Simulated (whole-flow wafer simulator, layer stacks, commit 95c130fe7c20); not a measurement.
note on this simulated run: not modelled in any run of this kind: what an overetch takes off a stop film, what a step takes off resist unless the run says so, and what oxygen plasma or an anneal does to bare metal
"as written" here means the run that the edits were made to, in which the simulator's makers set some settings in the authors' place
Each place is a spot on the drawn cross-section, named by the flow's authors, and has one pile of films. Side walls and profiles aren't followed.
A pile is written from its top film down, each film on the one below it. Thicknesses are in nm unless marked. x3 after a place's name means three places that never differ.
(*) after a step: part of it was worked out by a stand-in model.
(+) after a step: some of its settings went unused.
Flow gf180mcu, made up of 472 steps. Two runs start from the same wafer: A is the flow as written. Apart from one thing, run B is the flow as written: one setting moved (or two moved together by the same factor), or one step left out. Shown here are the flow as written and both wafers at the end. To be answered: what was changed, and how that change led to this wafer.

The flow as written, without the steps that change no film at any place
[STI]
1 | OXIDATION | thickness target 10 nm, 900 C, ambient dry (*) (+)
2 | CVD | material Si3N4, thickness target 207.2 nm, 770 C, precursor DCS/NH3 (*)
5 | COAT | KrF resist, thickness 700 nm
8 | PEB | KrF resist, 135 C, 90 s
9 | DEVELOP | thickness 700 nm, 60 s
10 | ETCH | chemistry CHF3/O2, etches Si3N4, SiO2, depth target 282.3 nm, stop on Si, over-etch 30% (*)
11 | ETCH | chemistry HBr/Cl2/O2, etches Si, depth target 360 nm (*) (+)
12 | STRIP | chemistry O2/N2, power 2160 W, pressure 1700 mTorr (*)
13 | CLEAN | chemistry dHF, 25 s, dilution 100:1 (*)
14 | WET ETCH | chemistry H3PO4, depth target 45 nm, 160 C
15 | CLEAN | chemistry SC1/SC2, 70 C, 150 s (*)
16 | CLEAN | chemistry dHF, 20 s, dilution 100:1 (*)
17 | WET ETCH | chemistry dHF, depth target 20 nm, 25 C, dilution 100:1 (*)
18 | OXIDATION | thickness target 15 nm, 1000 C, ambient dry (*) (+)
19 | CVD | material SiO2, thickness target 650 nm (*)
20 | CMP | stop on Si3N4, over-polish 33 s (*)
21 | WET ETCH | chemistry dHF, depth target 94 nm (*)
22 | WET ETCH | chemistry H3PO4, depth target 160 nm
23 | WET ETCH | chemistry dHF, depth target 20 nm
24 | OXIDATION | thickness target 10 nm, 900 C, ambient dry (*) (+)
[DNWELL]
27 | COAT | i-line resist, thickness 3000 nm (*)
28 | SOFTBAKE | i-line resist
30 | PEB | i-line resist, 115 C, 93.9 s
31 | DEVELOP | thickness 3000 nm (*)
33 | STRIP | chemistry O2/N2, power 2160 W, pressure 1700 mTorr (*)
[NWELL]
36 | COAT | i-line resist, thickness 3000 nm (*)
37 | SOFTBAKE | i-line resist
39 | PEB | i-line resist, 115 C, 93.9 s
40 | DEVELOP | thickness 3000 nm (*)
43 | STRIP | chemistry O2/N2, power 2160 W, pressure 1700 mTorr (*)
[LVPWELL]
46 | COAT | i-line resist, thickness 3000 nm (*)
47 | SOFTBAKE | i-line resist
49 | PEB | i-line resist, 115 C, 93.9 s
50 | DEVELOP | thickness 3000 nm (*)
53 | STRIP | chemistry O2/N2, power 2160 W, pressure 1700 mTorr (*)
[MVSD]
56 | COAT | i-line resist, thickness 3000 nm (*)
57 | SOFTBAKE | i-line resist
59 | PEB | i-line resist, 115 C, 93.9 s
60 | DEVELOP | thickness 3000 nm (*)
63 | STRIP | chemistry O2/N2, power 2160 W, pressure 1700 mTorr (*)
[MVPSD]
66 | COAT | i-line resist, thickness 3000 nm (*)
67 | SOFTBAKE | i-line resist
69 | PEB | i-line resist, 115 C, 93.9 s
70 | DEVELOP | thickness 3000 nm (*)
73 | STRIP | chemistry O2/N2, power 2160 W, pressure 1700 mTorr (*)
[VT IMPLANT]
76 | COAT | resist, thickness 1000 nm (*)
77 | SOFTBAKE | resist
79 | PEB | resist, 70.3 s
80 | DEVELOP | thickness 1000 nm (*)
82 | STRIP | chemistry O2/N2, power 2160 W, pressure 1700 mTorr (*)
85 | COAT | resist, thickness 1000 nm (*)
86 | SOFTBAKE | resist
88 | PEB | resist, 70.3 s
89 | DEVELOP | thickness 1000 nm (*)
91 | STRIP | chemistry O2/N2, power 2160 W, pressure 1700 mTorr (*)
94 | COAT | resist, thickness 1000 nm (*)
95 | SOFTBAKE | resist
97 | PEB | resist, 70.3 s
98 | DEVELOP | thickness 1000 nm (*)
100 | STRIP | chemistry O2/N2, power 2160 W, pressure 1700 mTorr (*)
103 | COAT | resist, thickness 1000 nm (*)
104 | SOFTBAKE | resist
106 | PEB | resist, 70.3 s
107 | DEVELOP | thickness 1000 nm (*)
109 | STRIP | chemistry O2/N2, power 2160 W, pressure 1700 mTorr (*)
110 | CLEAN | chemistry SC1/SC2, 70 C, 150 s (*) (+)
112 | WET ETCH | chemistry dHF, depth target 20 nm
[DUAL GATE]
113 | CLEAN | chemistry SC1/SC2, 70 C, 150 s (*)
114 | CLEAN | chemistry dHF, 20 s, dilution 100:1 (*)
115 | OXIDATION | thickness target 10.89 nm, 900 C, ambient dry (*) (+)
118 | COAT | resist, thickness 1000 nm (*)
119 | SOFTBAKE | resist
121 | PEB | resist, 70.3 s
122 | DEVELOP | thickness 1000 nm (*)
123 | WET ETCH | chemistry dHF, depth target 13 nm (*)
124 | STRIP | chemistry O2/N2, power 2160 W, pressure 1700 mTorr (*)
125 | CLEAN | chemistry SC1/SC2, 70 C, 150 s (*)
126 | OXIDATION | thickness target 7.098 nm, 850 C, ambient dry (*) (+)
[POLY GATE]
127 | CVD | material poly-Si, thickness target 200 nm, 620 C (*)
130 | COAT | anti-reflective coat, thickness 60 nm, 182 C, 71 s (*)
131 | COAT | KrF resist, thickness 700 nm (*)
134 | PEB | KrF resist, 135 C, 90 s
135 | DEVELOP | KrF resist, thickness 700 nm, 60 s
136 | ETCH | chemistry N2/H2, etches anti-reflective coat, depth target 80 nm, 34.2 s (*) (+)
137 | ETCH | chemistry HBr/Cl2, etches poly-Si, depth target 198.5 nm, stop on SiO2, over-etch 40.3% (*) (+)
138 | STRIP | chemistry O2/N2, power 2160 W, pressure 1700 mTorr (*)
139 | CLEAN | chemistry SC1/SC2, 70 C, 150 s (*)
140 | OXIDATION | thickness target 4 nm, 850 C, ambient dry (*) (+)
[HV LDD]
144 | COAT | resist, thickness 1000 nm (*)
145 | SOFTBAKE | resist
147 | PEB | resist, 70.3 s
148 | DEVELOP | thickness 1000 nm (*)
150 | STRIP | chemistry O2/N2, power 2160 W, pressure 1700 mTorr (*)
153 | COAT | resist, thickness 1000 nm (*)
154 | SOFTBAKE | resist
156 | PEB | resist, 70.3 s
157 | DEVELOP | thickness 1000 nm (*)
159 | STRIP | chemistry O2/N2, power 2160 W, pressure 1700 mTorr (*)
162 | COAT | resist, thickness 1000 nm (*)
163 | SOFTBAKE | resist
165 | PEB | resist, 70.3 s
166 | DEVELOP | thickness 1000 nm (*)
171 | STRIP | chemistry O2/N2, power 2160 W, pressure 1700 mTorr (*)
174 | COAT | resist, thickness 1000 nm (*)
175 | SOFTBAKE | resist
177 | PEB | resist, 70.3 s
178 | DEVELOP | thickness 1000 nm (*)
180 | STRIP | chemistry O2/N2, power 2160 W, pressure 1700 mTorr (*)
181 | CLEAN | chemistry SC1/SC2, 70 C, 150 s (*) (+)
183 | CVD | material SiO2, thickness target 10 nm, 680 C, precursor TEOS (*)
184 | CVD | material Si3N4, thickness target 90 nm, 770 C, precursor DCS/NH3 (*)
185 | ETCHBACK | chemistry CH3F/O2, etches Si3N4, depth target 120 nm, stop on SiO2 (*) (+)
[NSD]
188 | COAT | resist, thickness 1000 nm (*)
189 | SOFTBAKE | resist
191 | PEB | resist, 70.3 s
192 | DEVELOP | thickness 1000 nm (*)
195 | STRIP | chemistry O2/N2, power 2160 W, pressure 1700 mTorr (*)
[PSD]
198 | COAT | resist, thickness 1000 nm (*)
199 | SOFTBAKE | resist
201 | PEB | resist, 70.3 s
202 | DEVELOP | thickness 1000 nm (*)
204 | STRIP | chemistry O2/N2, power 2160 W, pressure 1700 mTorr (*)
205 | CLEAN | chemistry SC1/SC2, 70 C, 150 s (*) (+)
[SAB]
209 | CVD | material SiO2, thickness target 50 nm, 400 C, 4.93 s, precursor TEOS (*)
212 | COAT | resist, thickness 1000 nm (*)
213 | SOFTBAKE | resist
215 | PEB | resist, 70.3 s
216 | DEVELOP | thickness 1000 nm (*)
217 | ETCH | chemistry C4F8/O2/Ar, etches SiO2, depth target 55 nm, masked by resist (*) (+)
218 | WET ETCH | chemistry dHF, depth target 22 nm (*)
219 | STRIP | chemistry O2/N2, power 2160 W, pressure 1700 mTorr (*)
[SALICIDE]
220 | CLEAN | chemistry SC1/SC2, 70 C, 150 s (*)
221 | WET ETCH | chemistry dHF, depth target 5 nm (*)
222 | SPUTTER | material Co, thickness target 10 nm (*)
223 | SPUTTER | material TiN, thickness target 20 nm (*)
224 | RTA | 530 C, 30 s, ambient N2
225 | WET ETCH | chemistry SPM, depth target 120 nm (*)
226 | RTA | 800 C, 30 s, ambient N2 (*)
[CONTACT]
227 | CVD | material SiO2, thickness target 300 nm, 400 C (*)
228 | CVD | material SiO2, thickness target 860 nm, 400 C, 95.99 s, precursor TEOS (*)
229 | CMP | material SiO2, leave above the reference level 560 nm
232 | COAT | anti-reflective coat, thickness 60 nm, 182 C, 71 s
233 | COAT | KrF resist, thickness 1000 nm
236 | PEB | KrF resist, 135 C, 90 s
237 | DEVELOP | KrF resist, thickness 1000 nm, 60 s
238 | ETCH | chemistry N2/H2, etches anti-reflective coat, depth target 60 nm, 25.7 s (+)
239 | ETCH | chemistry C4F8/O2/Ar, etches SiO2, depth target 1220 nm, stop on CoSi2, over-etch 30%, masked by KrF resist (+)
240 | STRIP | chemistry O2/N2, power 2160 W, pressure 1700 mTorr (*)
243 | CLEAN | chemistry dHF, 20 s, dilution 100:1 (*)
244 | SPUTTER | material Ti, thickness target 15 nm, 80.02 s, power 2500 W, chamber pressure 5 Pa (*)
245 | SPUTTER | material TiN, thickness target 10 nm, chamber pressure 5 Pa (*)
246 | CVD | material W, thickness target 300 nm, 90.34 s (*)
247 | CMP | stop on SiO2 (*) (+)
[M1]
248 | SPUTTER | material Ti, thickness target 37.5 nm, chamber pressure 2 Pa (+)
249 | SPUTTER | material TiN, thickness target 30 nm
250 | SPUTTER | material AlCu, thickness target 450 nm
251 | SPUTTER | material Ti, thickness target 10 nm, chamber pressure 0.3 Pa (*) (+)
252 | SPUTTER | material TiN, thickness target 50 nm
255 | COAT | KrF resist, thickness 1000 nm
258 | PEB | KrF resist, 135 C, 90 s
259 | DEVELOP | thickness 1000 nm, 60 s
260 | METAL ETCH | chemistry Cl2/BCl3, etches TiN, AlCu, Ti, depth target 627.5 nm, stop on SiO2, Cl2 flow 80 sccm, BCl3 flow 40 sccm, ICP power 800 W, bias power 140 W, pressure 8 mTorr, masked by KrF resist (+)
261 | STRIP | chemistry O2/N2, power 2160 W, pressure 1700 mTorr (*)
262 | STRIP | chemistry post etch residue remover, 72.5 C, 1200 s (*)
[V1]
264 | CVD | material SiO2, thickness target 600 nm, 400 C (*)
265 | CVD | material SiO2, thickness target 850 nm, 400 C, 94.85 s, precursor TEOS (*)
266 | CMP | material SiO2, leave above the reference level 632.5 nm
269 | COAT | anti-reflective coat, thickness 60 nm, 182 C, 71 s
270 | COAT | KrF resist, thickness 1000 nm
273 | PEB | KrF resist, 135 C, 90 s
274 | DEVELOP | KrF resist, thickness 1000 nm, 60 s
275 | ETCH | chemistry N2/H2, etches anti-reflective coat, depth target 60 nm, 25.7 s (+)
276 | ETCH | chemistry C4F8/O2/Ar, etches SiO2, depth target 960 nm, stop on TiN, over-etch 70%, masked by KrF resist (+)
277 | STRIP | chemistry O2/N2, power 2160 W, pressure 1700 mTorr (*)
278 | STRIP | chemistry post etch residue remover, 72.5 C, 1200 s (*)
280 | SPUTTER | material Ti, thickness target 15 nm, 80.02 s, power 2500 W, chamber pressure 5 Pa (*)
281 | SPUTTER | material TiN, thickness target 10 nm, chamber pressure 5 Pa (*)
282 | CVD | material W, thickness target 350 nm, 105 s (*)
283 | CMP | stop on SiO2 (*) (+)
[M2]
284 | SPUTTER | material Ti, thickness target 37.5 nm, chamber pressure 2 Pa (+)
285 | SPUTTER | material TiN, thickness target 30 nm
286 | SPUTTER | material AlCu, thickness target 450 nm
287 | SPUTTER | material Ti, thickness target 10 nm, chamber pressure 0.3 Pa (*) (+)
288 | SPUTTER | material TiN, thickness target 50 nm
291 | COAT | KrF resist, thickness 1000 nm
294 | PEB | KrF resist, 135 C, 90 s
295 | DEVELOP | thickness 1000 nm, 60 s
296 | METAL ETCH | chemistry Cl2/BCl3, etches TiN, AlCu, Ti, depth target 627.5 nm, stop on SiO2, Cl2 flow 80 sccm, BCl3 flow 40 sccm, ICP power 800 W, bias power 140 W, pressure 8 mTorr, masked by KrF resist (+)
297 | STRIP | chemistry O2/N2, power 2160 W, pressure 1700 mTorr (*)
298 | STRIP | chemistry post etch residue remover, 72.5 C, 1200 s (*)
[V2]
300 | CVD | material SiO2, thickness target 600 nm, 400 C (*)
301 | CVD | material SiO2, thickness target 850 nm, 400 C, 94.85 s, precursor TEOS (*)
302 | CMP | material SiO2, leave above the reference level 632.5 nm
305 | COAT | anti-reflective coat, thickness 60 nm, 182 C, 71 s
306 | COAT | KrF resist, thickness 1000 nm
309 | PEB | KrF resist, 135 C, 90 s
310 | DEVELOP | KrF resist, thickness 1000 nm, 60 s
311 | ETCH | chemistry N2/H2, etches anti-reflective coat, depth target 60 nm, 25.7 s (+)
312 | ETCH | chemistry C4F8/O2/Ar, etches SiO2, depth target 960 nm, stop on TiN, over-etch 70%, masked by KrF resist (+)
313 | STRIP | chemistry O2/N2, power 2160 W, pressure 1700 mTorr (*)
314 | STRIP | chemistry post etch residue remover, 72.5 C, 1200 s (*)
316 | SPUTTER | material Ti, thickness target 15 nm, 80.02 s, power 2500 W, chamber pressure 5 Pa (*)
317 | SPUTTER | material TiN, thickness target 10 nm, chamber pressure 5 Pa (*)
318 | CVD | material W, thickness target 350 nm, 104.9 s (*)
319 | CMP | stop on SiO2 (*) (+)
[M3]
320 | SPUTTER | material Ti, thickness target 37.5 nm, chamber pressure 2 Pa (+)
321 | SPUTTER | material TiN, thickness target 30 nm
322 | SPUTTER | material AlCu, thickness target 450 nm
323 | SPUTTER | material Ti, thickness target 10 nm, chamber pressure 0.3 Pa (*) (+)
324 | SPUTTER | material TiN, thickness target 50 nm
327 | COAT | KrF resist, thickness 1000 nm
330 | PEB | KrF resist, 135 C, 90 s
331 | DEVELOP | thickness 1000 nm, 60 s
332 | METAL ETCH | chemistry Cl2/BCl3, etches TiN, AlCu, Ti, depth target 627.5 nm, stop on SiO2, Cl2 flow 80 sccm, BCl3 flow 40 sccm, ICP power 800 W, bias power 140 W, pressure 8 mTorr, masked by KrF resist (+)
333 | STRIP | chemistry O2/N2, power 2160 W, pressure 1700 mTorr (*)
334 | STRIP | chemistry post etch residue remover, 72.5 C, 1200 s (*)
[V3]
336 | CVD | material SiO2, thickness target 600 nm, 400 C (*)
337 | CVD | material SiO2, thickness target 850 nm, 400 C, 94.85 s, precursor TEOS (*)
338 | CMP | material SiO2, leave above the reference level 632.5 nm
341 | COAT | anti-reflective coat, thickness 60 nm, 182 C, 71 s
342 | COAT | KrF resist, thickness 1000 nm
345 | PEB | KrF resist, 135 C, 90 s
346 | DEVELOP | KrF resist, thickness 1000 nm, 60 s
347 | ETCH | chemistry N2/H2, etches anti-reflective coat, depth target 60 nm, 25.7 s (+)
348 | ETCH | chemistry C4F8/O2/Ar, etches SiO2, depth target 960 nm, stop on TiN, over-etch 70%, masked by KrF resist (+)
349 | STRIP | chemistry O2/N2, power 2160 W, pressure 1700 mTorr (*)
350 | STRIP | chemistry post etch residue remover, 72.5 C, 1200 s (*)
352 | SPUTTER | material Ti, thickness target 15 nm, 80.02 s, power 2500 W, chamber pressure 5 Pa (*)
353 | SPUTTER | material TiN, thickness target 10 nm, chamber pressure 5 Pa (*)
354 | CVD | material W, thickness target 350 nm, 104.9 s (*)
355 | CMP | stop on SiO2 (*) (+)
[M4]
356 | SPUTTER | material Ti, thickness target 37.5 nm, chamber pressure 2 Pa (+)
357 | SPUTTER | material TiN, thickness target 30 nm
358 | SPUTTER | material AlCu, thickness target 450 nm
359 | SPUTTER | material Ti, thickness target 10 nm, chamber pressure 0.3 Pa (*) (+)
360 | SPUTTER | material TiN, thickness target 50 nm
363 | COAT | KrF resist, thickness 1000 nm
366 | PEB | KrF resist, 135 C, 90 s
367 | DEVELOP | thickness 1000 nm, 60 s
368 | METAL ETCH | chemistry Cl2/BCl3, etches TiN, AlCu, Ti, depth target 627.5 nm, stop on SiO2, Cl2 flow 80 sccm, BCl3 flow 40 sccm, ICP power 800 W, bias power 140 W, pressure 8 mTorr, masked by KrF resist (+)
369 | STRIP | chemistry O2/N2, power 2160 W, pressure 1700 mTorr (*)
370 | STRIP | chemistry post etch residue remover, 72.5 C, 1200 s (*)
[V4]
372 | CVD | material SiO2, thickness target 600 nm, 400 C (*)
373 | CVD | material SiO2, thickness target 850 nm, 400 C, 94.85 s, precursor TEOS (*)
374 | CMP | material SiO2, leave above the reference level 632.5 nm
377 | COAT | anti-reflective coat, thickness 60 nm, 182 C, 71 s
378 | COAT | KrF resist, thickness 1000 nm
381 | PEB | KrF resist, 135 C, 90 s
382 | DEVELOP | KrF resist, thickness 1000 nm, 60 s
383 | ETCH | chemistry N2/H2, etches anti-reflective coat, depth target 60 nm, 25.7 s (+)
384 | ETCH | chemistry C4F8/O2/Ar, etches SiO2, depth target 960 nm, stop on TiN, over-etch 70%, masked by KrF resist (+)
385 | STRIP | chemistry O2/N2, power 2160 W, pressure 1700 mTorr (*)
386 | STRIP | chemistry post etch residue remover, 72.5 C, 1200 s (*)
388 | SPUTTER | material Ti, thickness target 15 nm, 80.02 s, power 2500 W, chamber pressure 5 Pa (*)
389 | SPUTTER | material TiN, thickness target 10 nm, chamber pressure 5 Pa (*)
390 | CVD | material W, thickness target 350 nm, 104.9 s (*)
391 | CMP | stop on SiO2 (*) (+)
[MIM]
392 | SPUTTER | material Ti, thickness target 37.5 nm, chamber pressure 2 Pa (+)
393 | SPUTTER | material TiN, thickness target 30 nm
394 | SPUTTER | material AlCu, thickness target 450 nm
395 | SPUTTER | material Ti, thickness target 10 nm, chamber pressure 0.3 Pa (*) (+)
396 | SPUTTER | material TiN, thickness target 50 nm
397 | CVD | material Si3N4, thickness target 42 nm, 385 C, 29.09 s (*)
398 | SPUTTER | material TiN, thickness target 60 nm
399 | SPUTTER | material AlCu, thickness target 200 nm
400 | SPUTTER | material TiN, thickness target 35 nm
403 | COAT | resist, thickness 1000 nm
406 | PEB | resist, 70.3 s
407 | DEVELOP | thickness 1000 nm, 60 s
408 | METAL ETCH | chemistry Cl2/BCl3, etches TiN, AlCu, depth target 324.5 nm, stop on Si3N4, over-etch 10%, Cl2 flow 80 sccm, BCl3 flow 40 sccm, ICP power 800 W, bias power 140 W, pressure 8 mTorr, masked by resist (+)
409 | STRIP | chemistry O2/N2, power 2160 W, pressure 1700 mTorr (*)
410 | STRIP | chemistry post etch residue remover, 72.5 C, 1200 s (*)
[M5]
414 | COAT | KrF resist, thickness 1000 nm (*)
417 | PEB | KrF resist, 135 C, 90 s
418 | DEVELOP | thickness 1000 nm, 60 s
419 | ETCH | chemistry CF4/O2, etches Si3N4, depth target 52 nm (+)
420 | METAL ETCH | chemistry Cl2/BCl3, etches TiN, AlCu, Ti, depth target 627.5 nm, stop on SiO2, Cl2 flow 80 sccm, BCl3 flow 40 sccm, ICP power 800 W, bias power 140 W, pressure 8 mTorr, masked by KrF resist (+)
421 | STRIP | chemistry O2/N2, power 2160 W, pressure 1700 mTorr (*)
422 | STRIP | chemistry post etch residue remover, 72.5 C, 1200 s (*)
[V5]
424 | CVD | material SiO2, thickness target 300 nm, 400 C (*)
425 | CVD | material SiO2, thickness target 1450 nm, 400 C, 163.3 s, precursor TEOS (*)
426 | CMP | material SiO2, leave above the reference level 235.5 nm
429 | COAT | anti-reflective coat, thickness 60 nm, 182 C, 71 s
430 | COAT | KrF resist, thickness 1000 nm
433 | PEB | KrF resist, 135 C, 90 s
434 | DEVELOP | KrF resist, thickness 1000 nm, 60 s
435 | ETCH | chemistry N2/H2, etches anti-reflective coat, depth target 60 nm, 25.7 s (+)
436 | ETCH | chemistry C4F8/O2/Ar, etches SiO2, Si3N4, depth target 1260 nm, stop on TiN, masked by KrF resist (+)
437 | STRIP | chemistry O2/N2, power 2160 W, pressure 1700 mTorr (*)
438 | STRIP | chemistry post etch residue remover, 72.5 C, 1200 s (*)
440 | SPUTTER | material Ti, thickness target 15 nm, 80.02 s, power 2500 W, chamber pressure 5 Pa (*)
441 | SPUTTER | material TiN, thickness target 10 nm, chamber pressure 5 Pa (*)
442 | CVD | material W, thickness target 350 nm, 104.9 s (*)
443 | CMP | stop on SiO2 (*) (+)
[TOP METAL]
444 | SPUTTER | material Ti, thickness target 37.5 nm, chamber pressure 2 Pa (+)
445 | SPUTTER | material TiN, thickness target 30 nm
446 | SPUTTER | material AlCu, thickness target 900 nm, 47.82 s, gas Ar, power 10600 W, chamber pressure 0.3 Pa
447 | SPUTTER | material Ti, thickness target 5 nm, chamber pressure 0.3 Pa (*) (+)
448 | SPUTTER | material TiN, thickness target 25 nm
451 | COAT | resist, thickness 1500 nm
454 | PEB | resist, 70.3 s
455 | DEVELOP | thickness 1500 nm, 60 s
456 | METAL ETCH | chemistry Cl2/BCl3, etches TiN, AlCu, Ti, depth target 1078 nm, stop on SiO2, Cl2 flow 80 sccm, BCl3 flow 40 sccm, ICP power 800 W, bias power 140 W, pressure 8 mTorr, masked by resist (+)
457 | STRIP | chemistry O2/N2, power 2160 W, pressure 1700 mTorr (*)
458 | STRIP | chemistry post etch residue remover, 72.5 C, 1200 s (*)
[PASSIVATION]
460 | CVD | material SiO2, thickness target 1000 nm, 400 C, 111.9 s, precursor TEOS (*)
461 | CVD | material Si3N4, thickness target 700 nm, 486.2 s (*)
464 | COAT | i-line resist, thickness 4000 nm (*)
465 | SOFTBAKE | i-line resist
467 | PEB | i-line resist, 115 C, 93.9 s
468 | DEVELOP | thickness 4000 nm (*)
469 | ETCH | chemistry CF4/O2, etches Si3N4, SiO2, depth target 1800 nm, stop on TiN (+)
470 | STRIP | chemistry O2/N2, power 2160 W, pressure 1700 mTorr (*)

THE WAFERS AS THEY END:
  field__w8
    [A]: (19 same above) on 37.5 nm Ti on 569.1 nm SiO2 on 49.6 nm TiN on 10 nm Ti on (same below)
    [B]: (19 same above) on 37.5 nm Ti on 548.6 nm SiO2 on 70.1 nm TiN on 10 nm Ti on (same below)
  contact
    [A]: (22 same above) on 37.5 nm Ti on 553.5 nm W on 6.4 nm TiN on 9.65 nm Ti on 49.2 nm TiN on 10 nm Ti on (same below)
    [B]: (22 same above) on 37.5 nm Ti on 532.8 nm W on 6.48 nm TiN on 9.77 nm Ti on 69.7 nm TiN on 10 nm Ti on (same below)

Cause: step 324, SPUTTER: thickness target 70.5 nm was run, whereas the flow has thickness target 50 nm.

Step by step, how the change led to this:
  324 | SPUTTER | material TiN, thickness target 50 nm
      field, field__w1, field__w2 and 108 more: A +50 TiN (new film) | B +70.5 TiN (new film)
  332 | METAL ETCH | chemistry Cl2/BCl3, etches TiN, AlCu, Ti, depth target 627.5 nm, stop on SiO2, Cl2 flow 80 sccm, BCl3 flow 40 sccm, ICP power 800 W, bias power 140 W, pressure 8 mTorr, masked by KrF resist (+)
      field, field__w1, field__w2 and 103 more: A -50 TiN (all of it), -10 Ti (all of it), -450 AlCu (all of it), -30 TiN (all of it), -37.5 Ti (all of it) | B -70.5 TiN (all of it), -10 Ti (all of it), -450 AlCu (all of it), -30 TiN (all of it), -37.5 Ti (all of it)
  338 | CMP | material SiO2, leave above the reference level 632.5 nm
      field__w8, contact, m1, m1__w1, m1_nw: A -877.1 SiO2 | B -897.6 SiO2
  348 | ETCH | chemistry C4F8/O2/Ar, etches SiO2, depth target 960 nm, stop on TiN, over-etch 70%, masked by KrF resist (+)
      field, field__w1, field__w2 and 107 more: A -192 KrF resist | B -187.7 KrF resist
      contact: A -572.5 SiO2 (all of it) | B -552 SiO2 (all of it)
  354 | CVD | material W, thickness target 350 nm, 104.9 s (*)
      contact: A +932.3 W (new film) | B +911.6 W (new film)
